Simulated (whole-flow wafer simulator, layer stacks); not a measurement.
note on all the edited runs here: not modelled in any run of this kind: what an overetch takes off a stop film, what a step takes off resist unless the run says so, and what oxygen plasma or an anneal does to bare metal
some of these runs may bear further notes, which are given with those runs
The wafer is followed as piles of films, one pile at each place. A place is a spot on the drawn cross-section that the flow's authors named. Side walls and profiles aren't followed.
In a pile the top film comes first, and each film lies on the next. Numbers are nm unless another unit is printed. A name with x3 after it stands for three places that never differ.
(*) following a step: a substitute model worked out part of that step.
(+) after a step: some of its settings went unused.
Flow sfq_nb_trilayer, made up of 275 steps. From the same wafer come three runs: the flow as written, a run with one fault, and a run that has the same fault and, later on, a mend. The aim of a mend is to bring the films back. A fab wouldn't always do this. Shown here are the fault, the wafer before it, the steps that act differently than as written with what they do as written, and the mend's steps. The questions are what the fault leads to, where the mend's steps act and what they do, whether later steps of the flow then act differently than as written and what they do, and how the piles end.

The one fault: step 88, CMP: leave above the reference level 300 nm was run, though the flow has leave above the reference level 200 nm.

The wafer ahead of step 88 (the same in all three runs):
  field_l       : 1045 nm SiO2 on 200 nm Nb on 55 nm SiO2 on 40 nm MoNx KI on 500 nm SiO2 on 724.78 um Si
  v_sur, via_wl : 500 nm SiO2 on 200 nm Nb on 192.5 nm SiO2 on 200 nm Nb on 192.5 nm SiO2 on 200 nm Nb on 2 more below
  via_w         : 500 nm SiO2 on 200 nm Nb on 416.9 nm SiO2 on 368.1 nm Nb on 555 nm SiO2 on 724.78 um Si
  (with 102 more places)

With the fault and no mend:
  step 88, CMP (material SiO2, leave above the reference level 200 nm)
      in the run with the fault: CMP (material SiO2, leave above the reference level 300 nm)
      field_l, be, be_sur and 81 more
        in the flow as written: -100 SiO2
        in the run with the fault: nothing
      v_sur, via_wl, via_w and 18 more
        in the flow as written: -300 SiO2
        in the run with the fault: -200 SiO2
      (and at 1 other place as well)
  Later steps of the flow acting differently than as written (4 other steps are not shown; they differ only slightly, by no more than 2% or 0.5 nm, whichever is larger):
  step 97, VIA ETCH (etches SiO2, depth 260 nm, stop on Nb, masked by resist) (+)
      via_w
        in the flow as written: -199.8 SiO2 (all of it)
        in the run with the fault: -260 SiO2
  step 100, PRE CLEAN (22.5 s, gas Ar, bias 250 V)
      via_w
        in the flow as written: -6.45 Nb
        in the run with the fault: -7.5 SiO2
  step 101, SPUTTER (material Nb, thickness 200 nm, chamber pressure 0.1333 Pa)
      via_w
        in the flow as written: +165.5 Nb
        in the run with the fault: +152.6 Nb (new film)
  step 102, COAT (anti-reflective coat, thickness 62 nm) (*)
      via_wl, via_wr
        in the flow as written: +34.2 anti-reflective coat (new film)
        in the run with the fault: +23 anti-reflective coat (new film)
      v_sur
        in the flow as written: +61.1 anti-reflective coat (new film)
        in the run with the fault: +55.7 anti-reflective coat (new film)
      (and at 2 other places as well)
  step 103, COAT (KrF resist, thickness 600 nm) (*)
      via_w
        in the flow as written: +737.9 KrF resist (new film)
        in the run with the fault: +794 KrF resist (new film)
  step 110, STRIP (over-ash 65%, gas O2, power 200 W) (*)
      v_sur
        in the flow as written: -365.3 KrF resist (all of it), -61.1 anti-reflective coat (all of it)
        in the run with the fault: -362.3 KrF resist (all of it), -55.7 anti-reflective coat (all of it)
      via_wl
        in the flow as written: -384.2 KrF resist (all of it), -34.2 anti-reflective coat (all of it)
        in the run with the fault: -383.9 KrF resist (all of it), -23 anti-reflective coat (all of it)
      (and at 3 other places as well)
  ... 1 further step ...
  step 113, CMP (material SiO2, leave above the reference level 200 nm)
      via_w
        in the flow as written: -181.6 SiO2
        in the run with the fault: -157.1 SiO2
  The piles end different from the flow's at field_l, v_sur, via_wl and 103 more by more than 2% or 0.5 nm, whichever is larger.
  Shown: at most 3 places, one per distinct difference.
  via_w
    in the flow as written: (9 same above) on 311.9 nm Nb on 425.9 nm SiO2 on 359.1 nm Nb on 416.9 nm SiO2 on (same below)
    in the run with the fault: (9 same above) on 311.9 nm Nb on 500.1 nm SiO2 on 152.6 nm Nb on 32.3 nm SiO2 on 200 nm Nb on 416.9 nm SiO2 on (same below)
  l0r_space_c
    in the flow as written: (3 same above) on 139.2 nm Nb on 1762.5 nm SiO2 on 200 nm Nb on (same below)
    in the run with the fault: (3 same above) on 139.2 nm Nb on 1862.5 nm SiO2 on 200 nm Nb on (same below)
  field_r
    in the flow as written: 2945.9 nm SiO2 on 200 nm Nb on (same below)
    in the run with the fault: 3045.9 nm SiO2 on 200 nm Nb on (same below)

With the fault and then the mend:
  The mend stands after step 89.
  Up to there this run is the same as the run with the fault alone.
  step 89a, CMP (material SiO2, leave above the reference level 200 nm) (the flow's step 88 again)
      field_l, v_sur, via_wl and 103 more
        -100 SiO2
  Later steps of the flow that are run all act as written at every place that is followed.
  By the end, the piles equal the flow's at every place that both follow.
